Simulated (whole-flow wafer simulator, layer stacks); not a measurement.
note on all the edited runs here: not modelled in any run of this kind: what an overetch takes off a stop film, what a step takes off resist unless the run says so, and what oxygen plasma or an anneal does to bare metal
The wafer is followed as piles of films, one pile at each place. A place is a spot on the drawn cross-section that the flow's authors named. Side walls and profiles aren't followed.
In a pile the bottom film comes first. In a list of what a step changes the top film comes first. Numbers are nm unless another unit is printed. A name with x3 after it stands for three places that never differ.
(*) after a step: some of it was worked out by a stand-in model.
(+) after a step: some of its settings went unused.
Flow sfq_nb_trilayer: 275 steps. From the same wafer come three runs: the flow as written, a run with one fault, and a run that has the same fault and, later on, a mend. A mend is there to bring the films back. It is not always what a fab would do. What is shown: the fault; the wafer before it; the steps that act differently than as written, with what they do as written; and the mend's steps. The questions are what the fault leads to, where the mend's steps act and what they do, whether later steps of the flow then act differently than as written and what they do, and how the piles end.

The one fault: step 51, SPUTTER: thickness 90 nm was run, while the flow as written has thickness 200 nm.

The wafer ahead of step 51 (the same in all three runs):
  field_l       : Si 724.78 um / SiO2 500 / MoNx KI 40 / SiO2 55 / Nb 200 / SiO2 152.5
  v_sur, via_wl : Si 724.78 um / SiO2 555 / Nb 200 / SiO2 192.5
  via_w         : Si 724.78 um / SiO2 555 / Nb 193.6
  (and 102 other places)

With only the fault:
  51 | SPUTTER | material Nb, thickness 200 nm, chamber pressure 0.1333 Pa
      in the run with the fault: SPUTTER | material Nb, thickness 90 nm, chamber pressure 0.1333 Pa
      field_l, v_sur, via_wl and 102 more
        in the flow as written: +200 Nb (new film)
        in the run with the fault: +90 Nb (new film)
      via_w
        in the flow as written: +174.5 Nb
        in the run with the fault: +79.3 Nb
  Steps further on in the flow that do not act as written (not shown: 3 more steps that differ only slightly, by at most 2% or 0.5 nm, whichever is larger):
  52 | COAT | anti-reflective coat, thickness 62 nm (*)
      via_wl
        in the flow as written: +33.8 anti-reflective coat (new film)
        in the run with the fault: +32 anti-reflective coat (new film)
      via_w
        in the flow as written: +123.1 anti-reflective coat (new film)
        in the run with the fault: +118.3 anti-reflective coat (new film)
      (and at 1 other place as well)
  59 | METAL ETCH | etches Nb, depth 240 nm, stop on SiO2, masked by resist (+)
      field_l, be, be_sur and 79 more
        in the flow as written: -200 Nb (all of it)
        in the run with the fault: -90 Nb (all of it)
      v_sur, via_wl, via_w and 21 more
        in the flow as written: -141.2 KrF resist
        in the run with the fault: -79.4 KrF resist
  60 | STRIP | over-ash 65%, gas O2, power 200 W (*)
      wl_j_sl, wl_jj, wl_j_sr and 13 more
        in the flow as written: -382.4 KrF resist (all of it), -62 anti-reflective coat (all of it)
        in the run with the fault: -444.1 KrF resist (all of it), -62 anti-reflective coat (all of it)
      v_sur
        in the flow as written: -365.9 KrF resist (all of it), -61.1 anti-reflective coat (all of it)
        in the run with the fault: -429.8 KrF resist (all of it), -60.6 anti-reflective coat (all of it)
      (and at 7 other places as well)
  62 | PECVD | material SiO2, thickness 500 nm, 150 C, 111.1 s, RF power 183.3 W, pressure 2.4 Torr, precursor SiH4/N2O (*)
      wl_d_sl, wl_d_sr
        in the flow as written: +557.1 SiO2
        in the run with the fault: +500 SiO2
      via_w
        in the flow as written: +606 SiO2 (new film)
        in the run with the fault: +579.2 SiO2 (new film)
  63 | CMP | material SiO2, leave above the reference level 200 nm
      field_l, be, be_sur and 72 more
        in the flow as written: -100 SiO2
        in the run with the fault: -210 SiO2
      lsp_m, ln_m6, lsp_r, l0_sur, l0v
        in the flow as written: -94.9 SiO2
        in the run with the fault: -210 SiO2
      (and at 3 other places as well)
  The piles end different from the flow's at field_l, v_sur, via_wl and 103 more by more than 2% or 0.5 nm, whichever is larger.
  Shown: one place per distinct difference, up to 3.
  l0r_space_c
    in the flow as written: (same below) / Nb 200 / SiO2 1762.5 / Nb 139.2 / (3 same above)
    in the run with the fault: (same below) / Nb 200 / SiO2 1652.5 / Nb 139.2 / (3 same above)
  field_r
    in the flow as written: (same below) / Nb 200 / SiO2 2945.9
    in the run with the fault: (same below) / Nb 200 / SiO2 2835.9
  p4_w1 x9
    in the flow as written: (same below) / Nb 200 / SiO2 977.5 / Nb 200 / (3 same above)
    in the run with the fault: (same below) / Nb 200 / SiO2 867.5 / Nb 200 / (3 same above)

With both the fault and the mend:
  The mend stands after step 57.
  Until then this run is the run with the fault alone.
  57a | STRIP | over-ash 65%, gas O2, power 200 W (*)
      p4_fl x3, p4_w1 x9, p4_g1 x2 and 47 more
        -62 anti-reflective coat (all of it)
      wl_j_sl, wl_jj, wl_j_sr and 13 more
        -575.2 KrF resist (all of it), -62 anti-reflective coat (all of it)
      r_sur, res, r_end and 8 more
        -61.8 anti-reflective coat (all of it)
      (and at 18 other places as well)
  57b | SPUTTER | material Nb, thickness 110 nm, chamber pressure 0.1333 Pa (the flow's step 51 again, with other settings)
      field_l, v_sur, via_wl and 102 more
        +110 Nb
      via_w
        +90.9 Nb
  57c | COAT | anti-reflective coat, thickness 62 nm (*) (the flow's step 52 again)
      p4_fl x3, p4_w1 x9, p4_g1 x2 and 63 more
        +62 anti-reflective coat (new film)
      r_sur, res, r_end and 9 more
        +61.8 anti-reflective coat (new film)
      jj_sur, ce_l, c5j, ce_r, sp_r, be_r
        +61.7 anti-reflective coat (new film)
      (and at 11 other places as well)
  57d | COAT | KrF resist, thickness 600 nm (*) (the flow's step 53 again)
      p4_fl x3, p4_w1 x9, p4_g1 x2 and 63 more
        +600 KrF resist (new film)
      res, r_end, moat, field_r, l0_sur
        +599.4 KrF resist (new film)
      lsp_l, ln_m5, lsp_m, ln_m6, lsp_r
        +599.5 KrF resist (new film)
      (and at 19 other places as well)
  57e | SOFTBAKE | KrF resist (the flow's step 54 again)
      does not change any film at any place that is followed
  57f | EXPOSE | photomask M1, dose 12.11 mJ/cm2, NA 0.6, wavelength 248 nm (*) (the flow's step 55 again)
      does not change any film at any place that is followed
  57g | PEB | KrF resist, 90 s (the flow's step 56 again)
      wire, be, be_sur and 96 more
        -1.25 KrF resist
      field_l, via_v
        -1.24 KrF resist
      via_wl, via_wr
        -1.26 KrF resist
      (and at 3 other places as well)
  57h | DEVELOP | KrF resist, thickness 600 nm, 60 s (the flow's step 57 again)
      p4_fl x3, p4_w1 x9, p4_g1 x2 and 47 more
        -598.7 KrF resist (all of it)
      v_sur, via_wl, via_w and 21 more
        -23.5 KrF resist
      moat, field_r, lsp_l, lsp_m, ln_m6, lsp_r, l0_sur
        -598.2 KrF resist (all of it)
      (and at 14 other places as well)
  None of the later steps of the flow differs from how it acts as written, at any place that is followed, by more than 2% or 0.5 nm, whichever is larger.
  When the end is reached, the piles differ only a little from the flow's at the places that both follow, at most by 2% or 0.5 nm, whichever is larger.
